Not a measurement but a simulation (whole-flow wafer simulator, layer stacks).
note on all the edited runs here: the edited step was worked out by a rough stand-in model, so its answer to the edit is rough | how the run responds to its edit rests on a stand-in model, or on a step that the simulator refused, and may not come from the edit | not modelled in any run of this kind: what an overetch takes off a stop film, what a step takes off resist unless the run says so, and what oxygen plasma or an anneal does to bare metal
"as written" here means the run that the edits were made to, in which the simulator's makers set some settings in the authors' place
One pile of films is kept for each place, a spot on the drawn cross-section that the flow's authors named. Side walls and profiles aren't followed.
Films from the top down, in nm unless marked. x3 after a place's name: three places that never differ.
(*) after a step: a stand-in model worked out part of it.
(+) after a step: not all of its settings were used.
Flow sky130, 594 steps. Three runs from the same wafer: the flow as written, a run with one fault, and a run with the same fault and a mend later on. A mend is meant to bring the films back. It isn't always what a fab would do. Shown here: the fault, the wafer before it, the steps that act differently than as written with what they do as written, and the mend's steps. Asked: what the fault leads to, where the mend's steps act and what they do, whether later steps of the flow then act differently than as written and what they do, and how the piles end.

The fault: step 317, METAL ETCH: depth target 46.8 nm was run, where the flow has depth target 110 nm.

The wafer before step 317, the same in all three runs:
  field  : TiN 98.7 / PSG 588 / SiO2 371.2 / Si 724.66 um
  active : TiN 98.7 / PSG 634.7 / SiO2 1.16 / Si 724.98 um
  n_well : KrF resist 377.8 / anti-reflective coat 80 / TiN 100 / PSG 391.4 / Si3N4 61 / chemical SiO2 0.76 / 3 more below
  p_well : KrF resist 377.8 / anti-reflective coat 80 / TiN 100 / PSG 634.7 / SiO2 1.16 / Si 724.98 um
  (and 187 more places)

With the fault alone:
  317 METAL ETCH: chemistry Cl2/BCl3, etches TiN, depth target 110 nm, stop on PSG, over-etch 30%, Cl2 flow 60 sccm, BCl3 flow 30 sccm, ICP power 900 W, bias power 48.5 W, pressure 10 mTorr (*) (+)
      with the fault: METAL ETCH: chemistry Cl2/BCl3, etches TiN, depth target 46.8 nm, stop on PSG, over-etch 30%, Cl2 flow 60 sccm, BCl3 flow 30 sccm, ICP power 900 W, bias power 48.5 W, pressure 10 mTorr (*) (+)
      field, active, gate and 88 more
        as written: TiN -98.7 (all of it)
        with the fault: TiN -46.8
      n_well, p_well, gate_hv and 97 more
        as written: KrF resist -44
        with the fault: KrF resist -18.7
  Later steps of the flow that act differently than as written (10 more steps differ only slightly, by at most 2% or 0.5 nm, whichever is larger, and aren't shown):
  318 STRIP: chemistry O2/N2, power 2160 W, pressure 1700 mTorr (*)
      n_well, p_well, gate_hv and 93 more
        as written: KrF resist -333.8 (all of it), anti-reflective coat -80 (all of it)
        with the fault: KrF resist -359.1 (all of it), anti-reflective coat -80 (all of it)
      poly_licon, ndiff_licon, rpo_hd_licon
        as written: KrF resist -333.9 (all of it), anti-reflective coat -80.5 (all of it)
        with the fault: KrF resist -359.2 (all of it), anti-reflective coat -80.5 (all of it)
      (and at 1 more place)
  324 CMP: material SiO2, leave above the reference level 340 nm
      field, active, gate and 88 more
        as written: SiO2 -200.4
        with the fault: SiO2 -251.9
  At the end the piles differ from the flow's by more than 2% or 0.5 nm, whichever is larger, at field, active, gate and 90 more.
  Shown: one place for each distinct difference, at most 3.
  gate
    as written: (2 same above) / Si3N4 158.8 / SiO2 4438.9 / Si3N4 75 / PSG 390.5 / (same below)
    with the fault: (2 same above) / Si3N4 158.8 / SiO2 4387.5 / Si3N4 75 / TiN 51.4 / PSG 390.5 / (same below)
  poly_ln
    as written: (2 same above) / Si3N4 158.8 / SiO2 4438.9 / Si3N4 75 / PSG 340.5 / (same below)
    with the fault: (2 same above) / Si3N4 158.8 / SiO2 4387.5 / Si3N4 75 / TiN 51.4 / PSG 340.5 / (same below)
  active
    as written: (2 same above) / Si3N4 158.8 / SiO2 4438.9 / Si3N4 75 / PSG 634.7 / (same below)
    with the fault: (2 same above) / Si3N4 158.8 / SiO2 4387.5 / Si3N4 75 / TiN 51.4 / PSG 634.7 / (same below)

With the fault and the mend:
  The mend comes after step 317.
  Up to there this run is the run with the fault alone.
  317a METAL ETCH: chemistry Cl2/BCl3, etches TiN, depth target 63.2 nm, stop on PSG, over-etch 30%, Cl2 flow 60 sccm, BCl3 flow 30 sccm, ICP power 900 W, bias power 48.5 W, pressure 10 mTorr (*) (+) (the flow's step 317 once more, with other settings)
      n_well, p_well, gate_hv and 97 more
        KrF resist -25.3
      field, active, gate and 88 more
        TiN -51.9 (all of it)
  No later step of the flow acts differently than as written at any place that is followed.
  At the end the piles are the same as the flow's at every place that both follow.
